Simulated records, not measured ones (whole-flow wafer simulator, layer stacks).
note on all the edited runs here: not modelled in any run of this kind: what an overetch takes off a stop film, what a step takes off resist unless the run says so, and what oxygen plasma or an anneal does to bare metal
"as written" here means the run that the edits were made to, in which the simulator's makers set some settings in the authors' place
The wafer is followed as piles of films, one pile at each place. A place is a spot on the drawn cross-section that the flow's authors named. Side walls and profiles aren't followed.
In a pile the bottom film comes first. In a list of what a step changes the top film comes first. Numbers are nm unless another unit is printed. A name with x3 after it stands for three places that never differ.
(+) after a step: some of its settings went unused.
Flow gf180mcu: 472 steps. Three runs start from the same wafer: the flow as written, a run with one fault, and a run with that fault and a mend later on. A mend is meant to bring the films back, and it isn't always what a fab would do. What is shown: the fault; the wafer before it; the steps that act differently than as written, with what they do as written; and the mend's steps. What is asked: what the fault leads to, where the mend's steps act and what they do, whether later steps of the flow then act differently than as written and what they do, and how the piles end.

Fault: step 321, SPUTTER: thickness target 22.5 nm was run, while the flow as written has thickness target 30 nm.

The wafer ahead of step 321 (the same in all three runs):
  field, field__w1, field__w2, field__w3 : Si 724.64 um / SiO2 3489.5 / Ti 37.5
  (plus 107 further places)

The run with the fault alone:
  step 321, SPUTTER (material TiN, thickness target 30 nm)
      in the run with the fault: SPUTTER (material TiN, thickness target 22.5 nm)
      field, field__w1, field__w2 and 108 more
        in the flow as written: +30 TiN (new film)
        in the run with the fault: +22.5 TiN (new film)
  Later steps of the flow acting differently than as written:
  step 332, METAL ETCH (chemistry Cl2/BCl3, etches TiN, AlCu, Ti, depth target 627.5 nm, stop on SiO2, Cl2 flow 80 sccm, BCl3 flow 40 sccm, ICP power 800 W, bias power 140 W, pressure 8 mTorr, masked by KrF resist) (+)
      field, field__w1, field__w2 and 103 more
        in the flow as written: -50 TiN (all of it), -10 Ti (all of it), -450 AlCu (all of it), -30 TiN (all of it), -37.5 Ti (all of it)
        in the run with the fault: -50 TiN (all of it), -10 Ti (all of it), -450 AlCu (all of it), -22.5 TiN (all of it), -37.5 Ti (all of it)
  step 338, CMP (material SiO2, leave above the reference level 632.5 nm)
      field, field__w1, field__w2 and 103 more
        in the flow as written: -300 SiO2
        in the run with the fault: -307.5 SiO2
  By the end, the piles at field__w8, contact, m1, m1__w1, m1_nw depart from the flow's by more than 2% or 0.5 nm, whichever is larger.
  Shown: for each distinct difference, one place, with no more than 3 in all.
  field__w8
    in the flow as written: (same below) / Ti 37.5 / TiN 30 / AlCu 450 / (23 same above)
    in the run with the fault: (same below) / Ti 37.5 / TiN 22.5 / AlCu 450 / (23 same above)
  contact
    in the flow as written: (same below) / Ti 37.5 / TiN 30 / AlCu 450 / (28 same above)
    in the run with the fault: (same below) / Ti 37.5 / TiN 22.5 / AlCu 450 / (28 same above)

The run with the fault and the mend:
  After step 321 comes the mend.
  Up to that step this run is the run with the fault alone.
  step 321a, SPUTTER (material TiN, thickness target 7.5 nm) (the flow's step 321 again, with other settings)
      field, field__w1, field__w2 and 108 more
        +7.5 TiN
  Later steps of the flow that are run all act as written at every place that is followed.
  At every place that both follow, the piles at the end match the flow's.
